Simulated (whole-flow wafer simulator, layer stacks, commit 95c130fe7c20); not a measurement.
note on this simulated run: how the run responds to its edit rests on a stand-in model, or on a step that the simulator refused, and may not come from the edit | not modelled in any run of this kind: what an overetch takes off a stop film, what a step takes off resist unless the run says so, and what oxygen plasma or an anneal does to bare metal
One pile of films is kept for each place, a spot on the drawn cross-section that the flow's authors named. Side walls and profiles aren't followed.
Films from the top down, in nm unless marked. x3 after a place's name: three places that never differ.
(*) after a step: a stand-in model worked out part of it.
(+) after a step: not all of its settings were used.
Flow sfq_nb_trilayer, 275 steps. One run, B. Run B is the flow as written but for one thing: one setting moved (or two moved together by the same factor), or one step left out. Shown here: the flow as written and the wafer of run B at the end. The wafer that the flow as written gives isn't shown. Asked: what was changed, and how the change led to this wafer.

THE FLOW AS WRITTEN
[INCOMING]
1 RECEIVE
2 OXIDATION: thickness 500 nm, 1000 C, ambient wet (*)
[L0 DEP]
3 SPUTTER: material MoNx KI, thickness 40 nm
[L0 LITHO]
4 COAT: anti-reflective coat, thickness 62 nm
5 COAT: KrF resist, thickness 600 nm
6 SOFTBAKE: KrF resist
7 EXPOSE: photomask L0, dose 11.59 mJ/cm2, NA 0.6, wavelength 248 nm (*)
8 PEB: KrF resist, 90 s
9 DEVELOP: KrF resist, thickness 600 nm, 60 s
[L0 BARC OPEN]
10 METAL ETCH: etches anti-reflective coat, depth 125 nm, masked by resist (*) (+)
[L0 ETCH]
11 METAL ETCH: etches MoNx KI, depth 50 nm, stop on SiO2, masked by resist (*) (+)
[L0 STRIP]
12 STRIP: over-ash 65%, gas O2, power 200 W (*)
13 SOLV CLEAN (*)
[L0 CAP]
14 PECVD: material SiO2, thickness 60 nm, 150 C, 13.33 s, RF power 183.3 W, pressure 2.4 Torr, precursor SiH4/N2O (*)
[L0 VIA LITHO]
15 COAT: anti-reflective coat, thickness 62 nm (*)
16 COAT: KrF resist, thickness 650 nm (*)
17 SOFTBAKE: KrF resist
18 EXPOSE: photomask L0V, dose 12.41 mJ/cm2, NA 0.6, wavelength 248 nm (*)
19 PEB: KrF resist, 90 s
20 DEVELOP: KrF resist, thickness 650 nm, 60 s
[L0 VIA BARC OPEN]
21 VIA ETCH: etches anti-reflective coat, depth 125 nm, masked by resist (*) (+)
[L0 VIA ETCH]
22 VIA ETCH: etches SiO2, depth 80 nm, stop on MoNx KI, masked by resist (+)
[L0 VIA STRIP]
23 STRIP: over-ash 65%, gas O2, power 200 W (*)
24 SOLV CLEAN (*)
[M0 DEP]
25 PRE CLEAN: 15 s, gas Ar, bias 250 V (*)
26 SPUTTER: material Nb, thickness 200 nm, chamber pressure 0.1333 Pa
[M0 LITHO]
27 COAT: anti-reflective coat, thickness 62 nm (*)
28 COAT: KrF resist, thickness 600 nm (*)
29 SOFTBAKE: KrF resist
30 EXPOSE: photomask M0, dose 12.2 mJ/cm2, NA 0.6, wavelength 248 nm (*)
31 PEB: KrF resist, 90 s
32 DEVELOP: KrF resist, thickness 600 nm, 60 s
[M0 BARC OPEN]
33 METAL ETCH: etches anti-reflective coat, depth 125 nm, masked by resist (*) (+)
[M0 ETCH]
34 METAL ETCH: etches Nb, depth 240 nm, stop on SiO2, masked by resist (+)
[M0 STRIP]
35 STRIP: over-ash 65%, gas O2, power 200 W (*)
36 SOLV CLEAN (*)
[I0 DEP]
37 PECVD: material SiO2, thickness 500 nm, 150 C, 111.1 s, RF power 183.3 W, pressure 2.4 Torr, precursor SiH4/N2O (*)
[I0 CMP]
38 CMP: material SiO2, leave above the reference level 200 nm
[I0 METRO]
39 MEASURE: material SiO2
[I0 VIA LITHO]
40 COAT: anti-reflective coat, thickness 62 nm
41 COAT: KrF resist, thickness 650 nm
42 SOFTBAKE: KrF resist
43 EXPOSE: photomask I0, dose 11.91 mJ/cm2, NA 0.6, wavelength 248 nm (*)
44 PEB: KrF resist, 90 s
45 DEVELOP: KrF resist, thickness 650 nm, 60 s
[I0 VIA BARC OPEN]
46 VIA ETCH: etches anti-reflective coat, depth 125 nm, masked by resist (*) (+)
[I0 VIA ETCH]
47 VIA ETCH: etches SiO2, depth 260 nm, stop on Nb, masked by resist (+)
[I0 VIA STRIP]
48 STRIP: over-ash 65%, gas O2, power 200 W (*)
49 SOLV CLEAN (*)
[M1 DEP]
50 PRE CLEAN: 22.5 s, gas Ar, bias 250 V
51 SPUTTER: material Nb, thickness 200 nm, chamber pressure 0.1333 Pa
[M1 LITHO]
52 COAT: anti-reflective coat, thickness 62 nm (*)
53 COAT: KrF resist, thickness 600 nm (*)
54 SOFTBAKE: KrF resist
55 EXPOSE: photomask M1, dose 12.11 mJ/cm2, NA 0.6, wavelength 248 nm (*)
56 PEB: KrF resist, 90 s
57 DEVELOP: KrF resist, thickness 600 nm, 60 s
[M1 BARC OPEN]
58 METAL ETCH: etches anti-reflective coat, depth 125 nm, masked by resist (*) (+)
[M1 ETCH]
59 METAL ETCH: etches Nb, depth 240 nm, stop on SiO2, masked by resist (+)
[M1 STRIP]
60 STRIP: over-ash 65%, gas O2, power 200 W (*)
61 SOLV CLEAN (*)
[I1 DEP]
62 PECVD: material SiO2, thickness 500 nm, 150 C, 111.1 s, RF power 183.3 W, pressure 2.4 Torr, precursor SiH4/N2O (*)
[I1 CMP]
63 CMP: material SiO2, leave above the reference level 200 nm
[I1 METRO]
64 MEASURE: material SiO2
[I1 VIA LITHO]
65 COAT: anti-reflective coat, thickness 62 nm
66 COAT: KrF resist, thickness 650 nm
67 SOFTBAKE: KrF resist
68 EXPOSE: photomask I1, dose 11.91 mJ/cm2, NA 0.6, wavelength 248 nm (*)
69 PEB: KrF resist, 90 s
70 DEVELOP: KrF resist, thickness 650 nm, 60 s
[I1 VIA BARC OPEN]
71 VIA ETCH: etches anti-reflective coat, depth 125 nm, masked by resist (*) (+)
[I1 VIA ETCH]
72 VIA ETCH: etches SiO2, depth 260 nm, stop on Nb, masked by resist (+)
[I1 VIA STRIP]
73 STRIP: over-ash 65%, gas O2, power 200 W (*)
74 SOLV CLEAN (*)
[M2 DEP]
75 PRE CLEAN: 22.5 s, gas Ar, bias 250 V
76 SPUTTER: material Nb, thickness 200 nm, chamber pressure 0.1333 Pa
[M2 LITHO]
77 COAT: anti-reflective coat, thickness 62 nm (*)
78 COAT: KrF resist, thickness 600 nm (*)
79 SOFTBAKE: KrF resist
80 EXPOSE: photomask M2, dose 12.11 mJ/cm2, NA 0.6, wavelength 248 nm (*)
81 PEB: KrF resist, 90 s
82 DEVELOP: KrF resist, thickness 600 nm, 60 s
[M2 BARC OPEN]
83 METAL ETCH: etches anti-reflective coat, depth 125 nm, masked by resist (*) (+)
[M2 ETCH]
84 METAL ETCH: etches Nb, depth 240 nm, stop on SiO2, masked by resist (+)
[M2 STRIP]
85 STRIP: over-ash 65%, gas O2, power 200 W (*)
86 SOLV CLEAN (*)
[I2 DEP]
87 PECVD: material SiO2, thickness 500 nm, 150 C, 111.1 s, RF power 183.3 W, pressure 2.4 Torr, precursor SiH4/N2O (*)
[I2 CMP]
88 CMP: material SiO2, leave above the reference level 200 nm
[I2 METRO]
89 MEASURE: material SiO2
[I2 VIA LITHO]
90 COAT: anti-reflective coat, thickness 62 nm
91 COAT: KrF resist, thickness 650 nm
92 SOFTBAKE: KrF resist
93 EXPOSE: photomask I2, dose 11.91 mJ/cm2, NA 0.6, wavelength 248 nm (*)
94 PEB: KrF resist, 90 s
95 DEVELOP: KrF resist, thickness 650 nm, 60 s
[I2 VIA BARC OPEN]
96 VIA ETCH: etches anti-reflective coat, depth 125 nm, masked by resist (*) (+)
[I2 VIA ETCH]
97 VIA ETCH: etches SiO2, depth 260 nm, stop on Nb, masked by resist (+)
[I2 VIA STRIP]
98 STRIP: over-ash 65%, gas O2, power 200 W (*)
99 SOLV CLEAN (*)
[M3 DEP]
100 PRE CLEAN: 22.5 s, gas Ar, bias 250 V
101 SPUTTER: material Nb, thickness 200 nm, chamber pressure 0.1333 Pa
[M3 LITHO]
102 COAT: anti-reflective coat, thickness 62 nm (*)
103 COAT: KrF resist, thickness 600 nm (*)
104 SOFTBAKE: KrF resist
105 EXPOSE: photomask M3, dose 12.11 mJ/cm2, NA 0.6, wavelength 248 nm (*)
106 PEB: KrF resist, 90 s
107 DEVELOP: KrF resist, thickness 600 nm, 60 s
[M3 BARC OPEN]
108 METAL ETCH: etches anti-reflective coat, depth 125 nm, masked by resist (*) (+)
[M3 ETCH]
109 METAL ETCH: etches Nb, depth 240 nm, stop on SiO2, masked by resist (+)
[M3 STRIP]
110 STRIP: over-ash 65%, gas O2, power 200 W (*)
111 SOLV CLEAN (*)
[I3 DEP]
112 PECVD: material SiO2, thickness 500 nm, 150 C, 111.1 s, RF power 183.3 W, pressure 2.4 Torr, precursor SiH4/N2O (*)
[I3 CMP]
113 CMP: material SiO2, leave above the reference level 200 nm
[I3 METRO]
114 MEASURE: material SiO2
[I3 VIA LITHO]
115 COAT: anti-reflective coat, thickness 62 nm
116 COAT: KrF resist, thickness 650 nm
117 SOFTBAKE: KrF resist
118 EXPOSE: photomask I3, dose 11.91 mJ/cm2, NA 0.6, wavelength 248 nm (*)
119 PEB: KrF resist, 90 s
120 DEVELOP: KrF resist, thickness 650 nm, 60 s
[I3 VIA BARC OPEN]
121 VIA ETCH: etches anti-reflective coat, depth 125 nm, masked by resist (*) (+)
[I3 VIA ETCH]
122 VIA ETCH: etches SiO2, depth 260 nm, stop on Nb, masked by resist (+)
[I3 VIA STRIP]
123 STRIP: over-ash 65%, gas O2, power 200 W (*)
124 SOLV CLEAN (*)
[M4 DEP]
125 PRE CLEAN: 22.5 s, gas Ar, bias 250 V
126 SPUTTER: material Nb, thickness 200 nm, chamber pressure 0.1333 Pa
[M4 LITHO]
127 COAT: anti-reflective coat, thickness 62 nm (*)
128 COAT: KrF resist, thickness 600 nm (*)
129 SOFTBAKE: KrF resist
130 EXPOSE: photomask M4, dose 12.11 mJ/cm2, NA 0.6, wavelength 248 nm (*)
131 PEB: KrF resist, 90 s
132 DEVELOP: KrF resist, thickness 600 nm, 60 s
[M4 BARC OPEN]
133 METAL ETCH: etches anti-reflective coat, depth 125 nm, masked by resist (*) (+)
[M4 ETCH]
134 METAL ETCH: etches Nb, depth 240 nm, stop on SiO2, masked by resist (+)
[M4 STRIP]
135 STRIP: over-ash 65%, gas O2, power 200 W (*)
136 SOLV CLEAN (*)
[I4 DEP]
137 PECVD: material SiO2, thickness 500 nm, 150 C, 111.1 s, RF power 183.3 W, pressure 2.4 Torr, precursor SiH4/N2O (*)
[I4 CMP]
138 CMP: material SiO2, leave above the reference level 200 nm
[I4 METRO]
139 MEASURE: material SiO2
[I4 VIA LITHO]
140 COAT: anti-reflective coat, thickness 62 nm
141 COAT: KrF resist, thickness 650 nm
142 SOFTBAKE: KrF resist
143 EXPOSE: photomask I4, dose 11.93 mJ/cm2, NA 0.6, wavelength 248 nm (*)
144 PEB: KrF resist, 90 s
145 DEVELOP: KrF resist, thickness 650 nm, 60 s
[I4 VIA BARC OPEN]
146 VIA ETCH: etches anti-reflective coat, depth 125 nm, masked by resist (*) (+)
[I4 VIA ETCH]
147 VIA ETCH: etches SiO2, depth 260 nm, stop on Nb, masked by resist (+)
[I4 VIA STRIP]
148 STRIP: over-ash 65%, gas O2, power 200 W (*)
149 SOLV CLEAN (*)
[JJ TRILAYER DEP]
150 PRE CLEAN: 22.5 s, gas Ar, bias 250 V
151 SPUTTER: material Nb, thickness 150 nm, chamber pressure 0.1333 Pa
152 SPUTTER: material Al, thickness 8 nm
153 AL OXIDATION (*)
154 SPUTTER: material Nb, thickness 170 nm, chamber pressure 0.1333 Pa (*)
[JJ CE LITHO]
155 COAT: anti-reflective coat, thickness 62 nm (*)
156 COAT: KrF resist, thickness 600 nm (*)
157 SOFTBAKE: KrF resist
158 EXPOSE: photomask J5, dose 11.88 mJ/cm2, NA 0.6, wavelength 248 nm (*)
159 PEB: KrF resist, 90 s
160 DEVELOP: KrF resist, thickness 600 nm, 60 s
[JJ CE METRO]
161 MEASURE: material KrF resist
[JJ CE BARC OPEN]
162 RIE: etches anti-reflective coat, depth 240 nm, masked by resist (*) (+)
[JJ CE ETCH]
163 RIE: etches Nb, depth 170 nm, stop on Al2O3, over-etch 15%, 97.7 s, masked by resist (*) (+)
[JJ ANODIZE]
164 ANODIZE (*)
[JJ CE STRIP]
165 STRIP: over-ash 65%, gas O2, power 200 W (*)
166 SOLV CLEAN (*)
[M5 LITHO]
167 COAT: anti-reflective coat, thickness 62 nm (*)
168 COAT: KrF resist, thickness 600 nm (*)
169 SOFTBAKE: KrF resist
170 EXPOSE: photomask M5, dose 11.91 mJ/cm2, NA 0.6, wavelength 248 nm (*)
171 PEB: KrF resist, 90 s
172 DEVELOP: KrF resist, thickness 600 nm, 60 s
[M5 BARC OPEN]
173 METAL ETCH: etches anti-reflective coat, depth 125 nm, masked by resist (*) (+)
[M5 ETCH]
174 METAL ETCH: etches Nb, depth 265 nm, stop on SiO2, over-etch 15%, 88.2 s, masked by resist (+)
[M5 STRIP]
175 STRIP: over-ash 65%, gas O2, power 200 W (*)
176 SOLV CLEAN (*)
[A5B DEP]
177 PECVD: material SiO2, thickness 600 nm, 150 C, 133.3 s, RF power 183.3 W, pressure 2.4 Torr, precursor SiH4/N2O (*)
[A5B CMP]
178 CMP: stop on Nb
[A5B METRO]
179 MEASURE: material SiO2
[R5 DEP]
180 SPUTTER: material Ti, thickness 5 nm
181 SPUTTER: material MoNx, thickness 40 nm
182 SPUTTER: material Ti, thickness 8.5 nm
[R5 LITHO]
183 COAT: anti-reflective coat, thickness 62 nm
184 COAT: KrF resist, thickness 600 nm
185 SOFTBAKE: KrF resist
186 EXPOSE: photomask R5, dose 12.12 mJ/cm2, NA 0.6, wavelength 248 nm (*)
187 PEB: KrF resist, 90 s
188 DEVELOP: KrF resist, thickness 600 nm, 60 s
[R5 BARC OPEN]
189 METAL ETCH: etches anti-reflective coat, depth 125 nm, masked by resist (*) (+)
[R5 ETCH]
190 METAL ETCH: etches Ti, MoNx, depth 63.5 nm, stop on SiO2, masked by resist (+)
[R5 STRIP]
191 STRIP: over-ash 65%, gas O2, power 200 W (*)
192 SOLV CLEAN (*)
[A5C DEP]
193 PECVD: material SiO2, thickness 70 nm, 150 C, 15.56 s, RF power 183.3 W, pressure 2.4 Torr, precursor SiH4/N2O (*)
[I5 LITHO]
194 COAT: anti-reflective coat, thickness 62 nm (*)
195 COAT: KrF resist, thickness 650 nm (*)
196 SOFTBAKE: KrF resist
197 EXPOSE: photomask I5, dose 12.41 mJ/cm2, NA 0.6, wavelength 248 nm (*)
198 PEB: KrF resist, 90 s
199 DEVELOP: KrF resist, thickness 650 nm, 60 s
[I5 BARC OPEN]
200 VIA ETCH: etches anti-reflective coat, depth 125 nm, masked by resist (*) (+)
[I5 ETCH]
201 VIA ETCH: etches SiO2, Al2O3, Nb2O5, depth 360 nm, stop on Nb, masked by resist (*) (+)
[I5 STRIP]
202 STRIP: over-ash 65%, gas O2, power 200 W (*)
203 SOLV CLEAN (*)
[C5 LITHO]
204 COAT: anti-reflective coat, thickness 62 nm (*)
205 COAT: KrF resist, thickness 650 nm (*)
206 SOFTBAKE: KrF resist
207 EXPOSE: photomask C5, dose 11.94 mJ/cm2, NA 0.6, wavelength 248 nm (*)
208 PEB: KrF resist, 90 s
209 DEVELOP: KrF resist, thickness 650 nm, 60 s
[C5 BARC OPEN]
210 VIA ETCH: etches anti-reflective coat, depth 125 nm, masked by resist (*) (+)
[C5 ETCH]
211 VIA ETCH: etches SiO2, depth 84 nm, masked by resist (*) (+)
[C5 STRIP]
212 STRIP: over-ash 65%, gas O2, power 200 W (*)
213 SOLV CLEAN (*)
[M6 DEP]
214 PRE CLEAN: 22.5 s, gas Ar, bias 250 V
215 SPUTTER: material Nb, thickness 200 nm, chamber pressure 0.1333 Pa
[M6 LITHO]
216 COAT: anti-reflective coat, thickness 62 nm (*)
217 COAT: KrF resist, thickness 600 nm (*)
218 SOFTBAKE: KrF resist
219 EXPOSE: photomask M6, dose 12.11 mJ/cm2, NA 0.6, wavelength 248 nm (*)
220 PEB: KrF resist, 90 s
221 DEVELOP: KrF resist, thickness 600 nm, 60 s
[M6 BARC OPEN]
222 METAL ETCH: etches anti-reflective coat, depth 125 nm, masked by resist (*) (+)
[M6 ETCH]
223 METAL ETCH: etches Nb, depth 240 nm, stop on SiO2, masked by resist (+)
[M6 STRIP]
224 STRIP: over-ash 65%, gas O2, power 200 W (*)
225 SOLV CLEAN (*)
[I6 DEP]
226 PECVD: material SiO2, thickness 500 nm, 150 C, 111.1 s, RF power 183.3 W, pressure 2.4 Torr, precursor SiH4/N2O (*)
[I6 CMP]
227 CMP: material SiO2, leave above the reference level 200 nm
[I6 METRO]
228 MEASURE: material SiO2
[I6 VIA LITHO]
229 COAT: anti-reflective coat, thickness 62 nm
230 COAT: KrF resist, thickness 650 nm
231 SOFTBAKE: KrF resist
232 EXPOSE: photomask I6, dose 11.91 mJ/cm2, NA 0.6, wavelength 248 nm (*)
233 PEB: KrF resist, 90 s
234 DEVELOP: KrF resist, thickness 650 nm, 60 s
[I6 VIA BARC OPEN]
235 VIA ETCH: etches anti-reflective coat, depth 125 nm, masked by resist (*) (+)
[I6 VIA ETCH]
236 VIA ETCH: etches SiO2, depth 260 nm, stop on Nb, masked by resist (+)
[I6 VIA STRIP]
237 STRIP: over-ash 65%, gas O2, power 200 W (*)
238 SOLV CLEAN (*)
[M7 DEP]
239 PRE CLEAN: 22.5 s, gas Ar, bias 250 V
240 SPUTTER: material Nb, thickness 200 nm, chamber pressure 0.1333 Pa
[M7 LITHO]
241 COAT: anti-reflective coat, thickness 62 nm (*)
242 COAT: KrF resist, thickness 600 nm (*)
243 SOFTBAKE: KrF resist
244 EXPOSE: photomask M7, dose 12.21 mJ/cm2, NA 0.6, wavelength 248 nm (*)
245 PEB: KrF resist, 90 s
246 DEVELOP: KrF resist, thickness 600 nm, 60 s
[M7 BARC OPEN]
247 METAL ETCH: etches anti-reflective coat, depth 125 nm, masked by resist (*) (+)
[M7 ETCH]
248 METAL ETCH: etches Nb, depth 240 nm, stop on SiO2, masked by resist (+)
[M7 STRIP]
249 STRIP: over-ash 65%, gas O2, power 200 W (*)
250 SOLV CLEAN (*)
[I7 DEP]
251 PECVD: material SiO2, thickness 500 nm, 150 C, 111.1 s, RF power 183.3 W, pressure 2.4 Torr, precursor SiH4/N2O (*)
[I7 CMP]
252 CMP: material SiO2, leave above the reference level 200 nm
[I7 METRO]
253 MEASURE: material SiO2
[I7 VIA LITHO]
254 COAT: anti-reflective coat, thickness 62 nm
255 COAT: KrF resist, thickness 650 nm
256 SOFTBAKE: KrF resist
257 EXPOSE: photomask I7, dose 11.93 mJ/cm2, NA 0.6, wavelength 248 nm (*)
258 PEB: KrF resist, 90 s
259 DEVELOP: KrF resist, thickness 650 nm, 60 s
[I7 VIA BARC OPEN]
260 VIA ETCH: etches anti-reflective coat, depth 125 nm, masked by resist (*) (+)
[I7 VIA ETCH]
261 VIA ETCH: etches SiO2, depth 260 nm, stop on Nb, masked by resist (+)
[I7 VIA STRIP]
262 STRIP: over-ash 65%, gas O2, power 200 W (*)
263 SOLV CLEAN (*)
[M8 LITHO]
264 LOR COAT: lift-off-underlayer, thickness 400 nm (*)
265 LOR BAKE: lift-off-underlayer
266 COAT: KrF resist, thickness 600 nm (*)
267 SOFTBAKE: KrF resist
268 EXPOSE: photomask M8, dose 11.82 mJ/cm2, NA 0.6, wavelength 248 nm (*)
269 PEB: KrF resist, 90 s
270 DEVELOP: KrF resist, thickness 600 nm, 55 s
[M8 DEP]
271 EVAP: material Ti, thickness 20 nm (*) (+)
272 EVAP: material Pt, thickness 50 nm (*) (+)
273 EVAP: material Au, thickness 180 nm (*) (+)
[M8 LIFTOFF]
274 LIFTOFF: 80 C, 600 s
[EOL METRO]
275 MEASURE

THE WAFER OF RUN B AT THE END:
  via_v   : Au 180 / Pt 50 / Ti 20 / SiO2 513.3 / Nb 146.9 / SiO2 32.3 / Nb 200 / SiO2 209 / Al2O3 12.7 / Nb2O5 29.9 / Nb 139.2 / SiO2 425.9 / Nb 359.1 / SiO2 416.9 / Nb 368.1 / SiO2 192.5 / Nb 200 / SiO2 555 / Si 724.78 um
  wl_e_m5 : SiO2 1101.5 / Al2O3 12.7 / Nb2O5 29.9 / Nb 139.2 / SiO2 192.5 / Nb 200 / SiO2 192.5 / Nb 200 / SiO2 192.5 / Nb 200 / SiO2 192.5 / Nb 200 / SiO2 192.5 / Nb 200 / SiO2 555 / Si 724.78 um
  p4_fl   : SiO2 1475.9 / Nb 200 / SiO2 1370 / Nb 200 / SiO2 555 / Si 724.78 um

The cause: step 227, CMP: leave above the reference level 300 nm was run, where the flow has leave above the reference level 200 nm.

How the change led to this, step by step:
  227 CMP: material SiO2, leave above the reference level 200 nm
      field_l, p4_fl, p4_fm and 59 more: nothing (as written it would be: SiO2 -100)
      moat, field_r, lsp_l, ln_m5, lsp_m: nothing (as written it would be: SiO2 -93.6)
      (and at 39 more places)
  229 COAT: anti-reflective coat, thickness 62 nm
      lsp_r, l0v: anti-reflective coat +63.5 (new film) (as written it would be: anti-reflective coat +62 (new film))
      ln_m6: anti-reflective coat +60.2 (new film) (as written it would be: anti-reflective coat +62 (new film))
  236 VIA ETCH: etches SiO2, depth 260 nm, stop on Nb, masked by resist (+)
      via_v: SiO2 -260 (as written it would be: SiO2 -199.8 (all of it))
  237 STRIP: over-ash 65%, gas O2, power 200 W (*)
      ln_m6: KrF resist -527 (all of it), anti-reflective coat -60.2 (all of it) (as written it would be: KrF resist -528.6 (all of it), anti-reflective coat -62 (all of it))
      lsp_r: KrF resist -531.4 (all of it), anti-reflective coat -63.5 (all of it) (as written it would be: KrF resist -528.6 (all of it), anti-reflective coat -62 (all of it))
      (and at 1 more place)
  239 PRE CLEAN: 22.5 s, gas Ar, bias 250 V
      via_v: SiO2 -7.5 (as written it would be: Nb -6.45)
  240 SPUTTER: material Nb, thickness 200 nm, chamber pressure 0.1333 Pa
      via_v: Nb +146.9 (new film) (as written it would be: Nb +161.1)
  241 COAT: anti-reflective coat, thickness 62 nm (*)
      lsp_r, l0v: anti-reflective coat +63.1 (new film) (as written it would be: anti-reflective coat +61.8 (new film))
      via_sp: anti-reflective coat +49.9 (new film) (as written it would be: anti-reflective coat +53.1 (new film))
      (and at 4 more places)
  242 COAT: KrF resist, thickness 600 nm (*)
      via_v: KrF resist +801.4 (new film) (as written it would be: KrF resist +742.5 (new film))
  247 METAL ETCH: etches anti-reflective coat, depth 125 nm, masked by resist (*) (+)
      l0v: anti-reflective coat -63.1 (all of it) (as written it would be: anti-reflective coat -61.8 (all of it))
  249 STRIP: over-ash 65%, gas O2, power 200 W (*)
      via_sp: KrF resist -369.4 (all of it), anti-reflective coat -49.9 (all of it) (as written it would be: KrF resist -373.6 (all of it), anti-reflective coat -53.1 (all of it))
      via_v: KrF resist -583.3 (all of it), anti-reflective coat -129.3 (all of it) (as written it would be: KrF resist -524.5 (all of it), anti-reflective coat -126 (all of it))
      (and at 4 more places)
  251 PECVD: material SiO2, thickness 500 nm, 150 C, 111.1 s, RF power 183.3 W, pressure 2.4 Torr, precursor SiH4/N2O (*)
      via_v: SiO2 +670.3 (new film) (as written it would be: SiO2 +621 (new film))
  252 CMP: material SiO2, leave above the reference level 200 nm
      moat, ln_m5, lsp_m: SiO2 -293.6 (as written it would be: SiO2 -300)
      field_r, lsp_l: SiO2 -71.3 (as written it would be: SiO2 -77.7)
      (and at 4 more places)
Counting metal films that touch as one body, via_v has 7 bodies (between them, from the top down: SiO2 513.3; SiO2 32.3; SiO2 209 / Al2O3 12.7 / Nb2O5 29.9; SiO2 425.9; SiO2 416.9; SiO2 192.5); the flow as written gives 6 bodies (between them, from the top down: SiO2 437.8; SiO2 209 / Al2O3 12.7 / Nb2O5 29.9; SiO2 425.9; SiO2 416.9; SiO2 192.5).
